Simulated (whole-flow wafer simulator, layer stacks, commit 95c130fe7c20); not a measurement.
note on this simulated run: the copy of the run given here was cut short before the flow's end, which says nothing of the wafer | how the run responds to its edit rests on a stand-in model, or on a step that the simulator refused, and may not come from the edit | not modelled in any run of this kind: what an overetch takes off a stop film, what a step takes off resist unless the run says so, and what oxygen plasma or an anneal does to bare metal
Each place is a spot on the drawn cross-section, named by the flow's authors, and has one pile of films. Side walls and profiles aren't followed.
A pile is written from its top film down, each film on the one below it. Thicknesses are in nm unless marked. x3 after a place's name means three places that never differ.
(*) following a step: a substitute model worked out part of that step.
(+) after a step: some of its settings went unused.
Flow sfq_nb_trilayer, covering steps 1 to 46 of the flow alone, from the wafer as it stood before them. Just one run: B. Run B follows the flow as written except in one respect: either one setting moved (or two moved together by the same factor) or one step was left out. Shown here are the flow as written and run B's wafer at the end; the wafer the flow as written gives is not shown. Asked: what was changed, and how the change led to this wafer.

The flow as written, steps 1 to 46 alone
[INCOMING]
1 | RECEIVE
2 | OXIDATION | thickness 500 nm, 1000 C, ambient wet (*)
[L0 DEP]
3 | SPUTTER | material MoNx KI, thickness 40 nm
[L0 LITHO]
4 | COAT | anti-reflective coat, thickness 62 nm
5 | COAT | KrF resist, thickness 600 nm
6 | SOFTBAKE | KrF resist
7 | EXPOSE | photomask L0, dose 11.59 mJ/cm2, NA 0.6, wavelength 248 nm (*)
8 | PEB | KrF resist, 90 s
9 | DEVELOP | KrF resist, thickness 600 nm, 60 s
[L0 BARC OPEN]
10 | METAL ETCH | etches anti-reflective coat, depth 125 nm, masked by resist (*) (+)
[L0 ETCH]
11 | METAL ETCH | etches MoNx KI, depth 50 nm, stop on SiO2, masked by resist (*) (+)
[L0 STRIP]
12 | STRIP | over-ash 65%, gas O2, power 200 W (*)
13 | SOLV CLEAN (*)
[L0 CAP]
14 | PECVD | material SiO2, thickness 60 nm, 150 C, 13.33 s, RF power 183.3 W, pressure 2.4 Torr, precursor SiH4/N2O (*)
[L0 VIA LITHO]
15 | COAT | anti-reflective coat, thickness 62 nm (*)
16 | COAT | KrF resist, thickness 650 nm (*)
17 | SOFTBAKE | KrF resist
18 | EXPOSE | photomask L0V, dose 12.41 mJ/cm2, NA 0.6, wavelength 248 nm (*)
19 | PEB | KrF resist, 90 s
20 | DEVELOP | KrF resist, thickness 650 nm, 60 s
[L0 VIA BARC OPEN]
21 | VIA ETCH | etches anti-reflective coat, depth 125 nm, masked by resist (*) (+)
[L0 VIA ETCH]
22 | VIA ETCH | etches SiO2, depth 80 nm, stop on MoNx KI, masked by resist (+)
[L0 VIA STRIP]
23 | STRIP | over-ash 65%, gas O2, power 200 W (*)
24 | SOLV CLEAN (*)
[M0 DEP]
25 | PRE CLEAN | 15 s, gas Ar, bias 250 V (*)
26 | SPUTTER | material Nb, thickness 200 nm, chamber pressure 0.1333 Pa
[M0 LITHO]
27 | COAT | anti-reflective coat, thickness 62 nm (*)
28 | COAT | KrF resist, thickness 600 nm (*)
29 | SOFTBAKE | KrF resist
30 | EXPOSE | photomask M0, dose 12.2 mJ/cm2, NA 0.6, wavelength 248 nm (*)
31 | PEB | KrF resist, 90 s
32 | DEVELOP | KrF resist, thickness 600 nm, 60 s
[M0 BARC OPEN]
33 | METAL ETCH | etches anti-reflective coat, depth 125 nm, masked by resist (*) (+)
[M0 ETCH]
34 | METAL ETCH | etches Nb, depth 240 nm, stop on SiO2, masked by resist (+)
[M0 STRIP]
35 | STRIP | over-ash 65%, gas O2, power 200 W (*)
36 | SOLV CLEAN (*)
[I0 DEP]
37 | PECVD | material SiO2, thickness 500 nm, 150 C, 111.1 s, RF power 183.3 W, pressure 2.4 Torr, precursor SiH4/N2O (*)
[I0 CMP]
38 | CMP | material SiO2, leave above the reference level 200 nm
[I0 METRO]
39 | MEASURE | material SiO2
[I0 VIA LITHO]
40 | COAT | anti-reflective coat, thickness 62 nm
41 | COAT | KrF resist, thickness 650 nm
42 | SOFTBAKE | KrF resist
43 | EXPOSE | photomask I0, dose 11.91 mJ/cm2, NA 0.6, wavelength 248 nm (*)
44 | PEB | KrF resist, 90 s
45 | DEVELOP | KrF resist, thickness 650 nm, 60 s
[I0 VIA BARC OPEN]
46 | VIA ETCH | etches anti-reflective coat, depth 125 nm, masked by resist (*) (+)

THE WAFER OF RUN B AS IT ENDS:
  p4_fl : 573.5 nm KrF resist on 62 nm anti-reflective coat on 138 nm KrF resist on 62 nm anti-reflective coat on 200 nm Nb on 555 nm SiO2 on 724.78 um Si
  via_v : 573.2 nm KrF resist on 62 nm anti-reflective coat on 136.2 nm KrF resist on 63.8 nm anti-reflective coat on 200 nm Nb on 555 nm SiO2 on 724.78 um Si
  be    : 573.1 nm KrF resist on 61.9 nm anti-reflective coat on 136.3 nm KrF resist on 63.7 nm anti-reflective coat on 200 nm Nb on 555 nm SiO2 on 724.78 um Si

What caused this: step 35, STRIP: over-ash 65%, gas O2, power 200 W (*), was omitted.

The path from the change to this, step by step:
  37 | PECVD | material SiO2, thickness 500 nm, 150 C, 111.1 s, RF power 183.3 W, pressure 2.4 Torr, precursor SiH4/N2O (*)
      m0r_space_l, m0r_space_r: +500 SiO2 (as written it would have been: +557.1 SiO2)
      moat: +273.5 SiO2 (as written it would have been: +557.1 SiO2)
  38 | CMP | material SiO2, leave above the reference level 200 nm
      p4_fl, p4_fm, p4_w1 and 68 more: -500 SiO2 (all of it), -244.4 KrF resist (as written it would have been: -300 SiO2)
      jj_sur, ce_l, c5j, res, r_end: -500 SiO2 (all of it), -252.7 KrF resist (as written it would have been: -300 SiO2)
      (and at 30 other places as well)
  40 | COAT | anti-reflective coat, thickness 62 nm
      r_end: +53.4 anti-reflective coat (new film) (as written it would have been: +62 anti-reflective coat (new film))
      moat: +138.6 anti-reflective coat (new film) (as written it would have been: +62 anti-reflective coat (new film))
      (and at 1 other place as well)
  41 | COAT | KrF resist, thickness 650 nm
      moat: +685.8 KrF resist (new film) (as written it would have been: +650 KrF resist (new film))
